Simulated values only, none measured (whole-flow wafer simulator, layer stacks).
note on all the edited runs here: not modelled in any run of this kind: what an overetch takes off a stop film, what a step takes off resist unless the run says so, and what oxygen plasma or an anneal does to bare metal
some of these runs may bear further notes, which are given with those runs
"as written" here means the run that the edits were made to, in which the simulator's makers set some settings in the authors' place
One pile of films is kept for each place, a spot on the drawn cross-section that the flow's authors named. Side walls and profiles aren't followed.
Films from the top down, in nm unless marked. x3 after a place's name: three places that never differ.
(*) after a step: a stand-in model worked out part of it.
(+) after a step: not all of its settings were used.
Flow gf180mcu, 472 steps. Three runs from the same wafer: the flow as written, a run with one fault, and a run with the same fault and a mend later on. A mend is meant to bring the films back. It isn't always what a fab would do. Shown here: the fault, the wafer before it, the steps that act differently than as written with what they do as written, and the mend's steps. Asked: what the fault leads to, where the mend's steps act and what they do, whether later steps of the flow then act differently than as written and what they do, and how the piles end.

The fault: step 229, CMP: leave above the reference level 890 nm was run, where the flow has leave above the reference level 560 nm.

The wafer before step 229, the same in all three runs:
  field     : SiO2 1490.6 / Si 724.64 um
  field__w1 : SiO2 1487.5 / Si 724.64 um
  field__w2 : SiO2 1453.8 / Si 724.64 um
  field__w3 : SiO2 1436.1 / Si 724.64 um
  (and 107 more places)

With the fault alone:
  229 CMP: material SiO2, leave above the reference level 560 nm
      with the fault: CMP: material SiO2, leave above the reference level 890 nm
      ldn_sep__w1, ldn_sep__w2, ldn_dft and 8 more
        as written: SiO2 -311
        with the fault: nothing
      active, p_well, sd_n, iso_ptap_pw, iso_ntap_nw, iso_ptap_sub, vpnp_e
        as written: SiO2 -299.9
        with the fault: nothing
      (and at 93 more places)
  Later steps of the flow that act differently than as written (3 more steps differ only slightly, by at most 2% or 0.5 nm, whichever is larger, and aren't shown):
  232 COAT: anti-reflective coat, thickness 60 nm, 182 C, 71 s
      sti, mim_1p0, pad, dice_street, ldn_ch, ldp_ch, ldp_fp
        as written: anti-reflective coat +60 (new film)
        with the fault: anti-reflective coat +51.8 (new film)
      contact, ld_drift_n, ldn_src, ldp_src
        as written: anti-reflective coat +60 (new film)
        with the fault: anti-reflective coat +74.3 (new film)
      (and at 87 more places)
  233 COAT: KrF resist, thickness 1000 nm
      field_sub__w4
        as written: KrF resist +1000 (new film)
        with the fault: KrF resist +978.2 (new film)
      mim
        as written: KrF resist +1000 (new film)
        with the fault: KrF resist +1029 (new film)
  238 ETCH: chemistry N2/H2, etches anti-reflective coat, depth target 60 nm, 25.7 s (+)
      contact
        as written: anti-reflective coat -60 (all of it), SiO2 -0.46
        with the fault: anti-reflective coat -74.3 (all of it), SiO2 -0.09
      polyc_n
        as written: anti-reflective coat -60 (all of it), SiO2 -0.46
        with the fault: anti-reflective coat -34.4 (all of it), SiO2 -1.12
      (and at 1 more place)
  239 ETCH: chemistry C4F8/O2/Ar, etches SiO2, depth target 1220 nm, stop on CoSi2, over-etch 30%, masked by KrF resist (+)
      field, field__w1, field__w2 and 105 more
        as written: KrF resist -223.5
        with the fault: KrF resist -244
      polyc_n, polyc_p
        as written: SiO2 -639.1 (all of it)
        with the fault: SiO2 -968.4 (all of it)
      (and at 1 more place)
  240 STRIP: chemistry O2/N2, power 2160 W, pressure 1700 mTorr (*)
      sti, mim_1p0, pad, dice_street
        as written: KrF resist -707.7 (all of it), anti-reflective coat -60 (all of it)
        with the fault: KrF resist -701.6 (all of it), anti-reflective coat -51.8 (all of it)
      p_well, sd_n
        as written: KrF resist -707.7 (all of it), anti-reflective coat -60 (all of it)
        with the fault: KrF resist -701.6 (all of it), anti-reflective coat -48.7 (all of it)
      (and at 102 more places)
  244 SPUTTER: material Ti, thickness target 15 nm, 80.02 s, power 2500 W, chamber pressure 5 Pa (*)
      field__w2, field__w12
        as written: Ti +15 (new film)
        with the fault: Ti +14.1 (new film)
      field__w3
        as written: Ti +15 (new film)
        with the fault: Ti +14.2 (new film)
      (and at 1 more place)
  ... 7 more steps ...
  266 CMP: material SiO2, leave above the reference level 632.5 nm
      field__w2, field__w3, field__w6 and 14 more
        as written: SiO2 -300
        with the fault: SiO2 -287.7
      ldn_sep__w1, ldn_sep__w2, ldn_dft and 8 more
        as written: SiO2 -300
        with the fault: SiO2 -290.9
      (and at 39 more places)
  At the end the piles differ from the flow's by more than 2% or 0.5 nm, whichever is larger, at field, field__w1, field__w2 and 109 more.
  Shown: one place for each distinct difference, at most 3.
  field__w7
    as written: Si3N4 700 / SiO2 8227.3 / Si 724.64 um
    with the fault: Si3N4 700 / SiO2 7039 / TiN 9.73 / Ti 15 / SiO2 1487 / Si 724.64 um
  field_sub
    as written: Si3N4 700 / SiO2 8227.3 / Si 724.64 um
    with the fault: Si3N4 700 / SiO2 7042.5 / W 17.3 / TiN 10 / Ti 15 / SiO2 1465.9 / Si 724.64 um
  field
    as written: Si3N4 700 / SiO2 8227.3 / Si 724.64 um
    with the fault: Si3N4 700 / SiO2 7038.8 / TiN 9.72 / Ti 15 / SiO2 1487.1 / Si 724.64 um

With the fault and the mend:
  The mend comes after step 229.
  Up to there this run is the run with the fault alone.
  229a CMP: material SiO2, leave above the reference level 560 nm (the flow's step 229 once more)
      field__w5, field__w9, n_well and 35 more
        SiO2 -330
      ldn_sep__w1, ldn_sep__w2, ldn_dft and 8 more
        SiO2 -311
      active, p_well, sd_n, iso_ptap_pw, iso_ntap_nw, iso_ptap_sub, vpnp_e
        SiO2 -299.9
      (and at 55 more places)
  No later step of the flow acts differently than as written at any place that is followed.
  At the end the piles are the same as the flow's at every place that both follow.
